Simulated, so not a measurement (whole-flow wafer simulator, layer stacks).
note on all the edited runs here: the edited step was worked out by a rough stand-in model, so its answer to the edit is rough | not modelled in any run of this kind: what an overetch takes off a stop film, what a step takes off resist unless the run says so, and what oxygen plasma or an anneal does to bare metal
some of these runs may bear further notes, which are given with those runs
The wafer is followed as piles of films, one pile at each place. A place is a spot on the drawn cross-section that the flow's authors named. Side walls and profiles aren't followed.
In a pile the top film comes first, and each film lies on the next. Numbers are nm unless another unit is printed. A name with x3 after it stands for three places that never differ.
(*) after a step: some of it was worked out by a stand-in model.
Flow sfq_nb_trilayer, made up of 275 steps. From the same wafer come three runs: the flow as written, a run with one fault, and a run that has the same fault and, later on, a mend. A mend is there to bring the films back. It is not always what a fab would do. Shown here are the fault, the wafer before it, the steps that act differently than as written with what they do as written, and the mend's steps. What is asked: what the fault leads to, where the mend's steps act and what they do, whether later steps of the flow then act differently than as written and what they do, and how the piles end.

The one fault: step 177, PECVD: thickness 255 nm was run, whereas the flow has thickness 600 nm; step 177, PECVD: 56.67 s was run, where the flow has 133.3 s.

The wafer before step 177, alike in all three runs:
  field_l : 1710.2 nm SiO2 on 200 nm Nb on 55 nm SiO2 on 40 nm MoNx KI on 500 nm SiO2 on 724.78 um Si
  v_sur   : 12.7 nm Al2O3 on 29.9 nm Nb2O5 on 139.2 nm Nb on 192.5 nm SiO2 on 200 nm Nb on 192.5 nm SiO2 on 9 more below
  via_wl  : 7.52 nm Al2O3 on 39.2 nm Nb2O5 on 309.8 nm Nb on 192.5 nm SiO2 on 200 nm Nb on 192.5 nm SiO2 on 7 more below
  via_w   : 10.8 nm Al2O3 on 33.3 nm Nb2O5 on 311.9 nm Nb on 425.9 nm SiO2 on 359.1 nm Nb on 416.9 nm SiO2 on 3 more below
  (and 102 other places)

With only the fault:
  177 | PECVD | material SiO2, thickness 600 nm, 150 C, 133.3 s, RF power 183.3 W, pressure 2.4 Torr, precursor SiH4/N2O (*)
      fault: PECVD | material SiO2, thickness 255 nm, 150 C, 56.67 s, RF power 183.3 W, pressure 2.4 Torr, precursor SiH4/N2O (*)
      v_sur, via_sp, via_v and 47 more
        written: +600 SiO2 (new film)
        fault: +255 SiO2 (new film)
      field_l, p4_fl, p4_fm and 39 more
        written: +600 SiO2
        fault: +255 SiO2
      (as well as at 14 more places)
  Steps further on in the flow that do not act as written (4 more steps, not shown, differ only slightly: by at most 2% or 0.5 nm, whichever is larger):
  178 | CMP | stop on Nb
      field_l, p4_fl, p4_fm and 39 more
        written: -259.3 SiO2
        fault: nothing
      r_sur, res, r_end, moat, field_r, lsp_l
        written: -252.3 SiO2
        fault: nothing
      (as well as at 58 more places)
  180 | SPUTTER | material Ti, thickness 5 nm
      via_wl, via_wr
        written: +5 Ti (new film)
        fault: +3.77 Ti (new film)
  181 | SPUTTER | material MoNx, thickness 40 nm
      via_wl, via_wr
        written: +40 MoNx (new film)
        fault: +30.8 MoNx (new film)
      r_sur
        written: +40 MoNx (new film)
        fault: +36.7 MoNx (new film)
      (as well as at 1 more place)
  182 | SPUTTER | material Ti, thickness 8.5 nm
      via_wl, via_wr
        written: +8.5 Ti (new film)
        fault: +6.3 Ti (new film)
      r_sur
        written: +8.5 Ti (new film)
        fault: +7.7 Ti (new film)
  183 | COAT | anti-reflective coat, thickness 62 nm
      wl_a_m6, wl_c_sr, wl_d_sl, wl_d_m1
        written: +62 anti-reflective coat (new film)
        fault: +64.2 anti-reflective coat (new film)
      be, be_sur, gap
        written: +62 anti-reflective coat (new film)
        fault: +56.9 anti-reflective coat (new film)
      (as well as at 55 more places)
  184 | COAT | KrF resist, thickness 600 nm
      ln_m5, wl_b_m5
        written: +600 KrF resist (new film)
        fault: +553.7 KrF resist (new film)
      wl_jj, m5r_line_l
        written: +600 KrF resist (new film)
        fault: +569.8 KrF resist (new film)
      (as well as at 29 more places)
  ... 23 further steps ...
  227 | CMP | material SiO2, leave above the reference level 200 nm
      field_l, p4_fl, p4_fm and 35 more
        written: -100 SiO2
        fault: -14.3 SiO2
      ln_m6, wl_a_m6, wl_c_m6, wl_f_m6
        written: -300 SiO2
        fault: -214.3 SiO2
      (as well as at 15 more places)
  The piles end different from the flow's at via_wl, via_w, via_wr and 7 more by more than 2% or 0.5 nm, whichever is larger.
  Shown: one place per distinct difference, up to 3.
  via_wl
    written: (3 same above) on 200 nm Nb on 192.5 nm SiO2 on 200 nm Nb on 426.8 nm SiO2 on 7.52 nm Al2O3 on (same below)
    fault: (3 same above) on 200 nm Nb on 329.3 nm SiO2 on 186.8 nm Nb on 303.3 nm SiO2 on 7.52 nm Al2O3 on (same below)
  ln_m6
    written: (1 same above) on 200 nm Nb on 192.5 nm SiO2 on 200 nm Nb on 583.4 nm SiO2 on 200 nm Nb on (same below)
    fault: (1 same above) on 200 nm Nb on 278.2 nm SiO2 on 200 nm Nb on 497.7 nm SiO2 on 200 nm Nb on (same below)
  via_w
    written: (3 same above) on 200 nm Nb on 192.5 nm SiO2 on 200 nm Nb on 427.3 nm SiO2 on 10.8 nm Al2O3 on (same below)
    fault: (3 same above) on 200 nm Nb on 329.9 nm SiO2 on 186.7 nm Nb on 303.2 nm SiO2 on 10.8 nm Al2O3 on (same below)

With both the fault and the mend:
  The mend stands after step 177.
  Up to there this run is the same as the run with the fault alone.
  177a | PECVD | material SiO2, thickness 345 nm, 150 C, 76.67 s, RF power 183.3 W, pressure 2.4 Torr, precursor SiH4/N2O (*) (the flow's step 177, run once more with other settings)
      field_l, v_sur, via_sp and 94 more
        +345 SiO2
      r_sur, res, r_end, moat, field_r, lsp_l
        +341.1 SiO2
      via_wl, via_wr
        +328.7 SiO2
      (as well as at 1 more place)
  Steps further on in the flow that do not act as written:
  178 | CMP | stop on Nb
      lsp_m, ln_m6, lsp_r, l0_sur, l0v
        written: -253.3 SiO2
        mend: -259.3 SiO2
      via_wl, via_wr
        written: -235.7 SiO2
        mend: -206.6 SiO2
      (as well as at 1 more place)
  By the end, the piles equal the flow's at every place that both follow.
